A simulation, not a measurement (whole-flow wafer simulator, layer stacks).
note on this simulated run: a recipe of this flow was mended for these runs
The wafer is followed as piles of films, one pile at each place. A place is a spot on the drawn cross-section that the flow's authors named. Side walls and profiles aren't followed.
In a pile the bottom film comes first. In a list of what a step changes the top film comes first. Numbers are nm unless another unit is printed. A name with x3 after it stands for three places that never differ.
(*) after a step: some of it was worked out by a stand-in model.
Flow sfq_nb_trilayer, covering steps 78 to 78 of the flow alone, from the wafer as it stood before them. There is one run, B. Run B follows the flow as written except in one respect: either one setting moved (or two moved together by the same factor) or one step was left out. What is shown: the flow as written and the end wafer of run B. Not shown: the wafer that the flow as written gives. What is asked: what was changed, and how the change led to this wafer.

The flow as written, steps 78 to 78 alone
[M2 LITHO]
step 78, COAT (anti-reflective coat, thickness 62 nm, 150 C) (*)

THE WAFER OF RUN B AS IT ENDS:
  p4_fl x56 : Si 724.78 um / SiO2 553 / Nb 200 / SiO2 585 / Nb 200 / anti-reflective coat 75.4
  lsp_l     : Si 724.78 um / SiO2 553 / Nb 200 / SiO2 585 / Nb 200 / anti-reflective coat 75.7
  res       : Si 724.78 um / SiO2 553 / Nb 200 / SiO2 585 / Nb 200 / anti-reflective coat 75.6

What caused this: step 78, COAT: thickness 75.4 nm was run, though the flow has thickness 62 nm.
The wafer itself shows it: p4_fl x56 has anti-reflective coat 75.4, and step 78 as written asks for 62 nm.

Step by step, how the change led to this:
  step 78, COAT (anti-reflective coat, thickness 62 nm, 150 C) (*)
      p4_fl x56, wl_j_sl x16, l0r_line_l x3, m0r_space_l x2: +75.4 anti-reflective coat (new film) (in the flow as written it would be: +62 anti-reflective coat (new film))
      lsp_l, ln_m5, lsp_m, ln_m6, lsp_r, l0_sur, l0v: +75.7 anti-reflective coat (new film) (in the flow as written it would be: +62.3 anti-reflective coat (new film))
      (and at 22 other places as well)
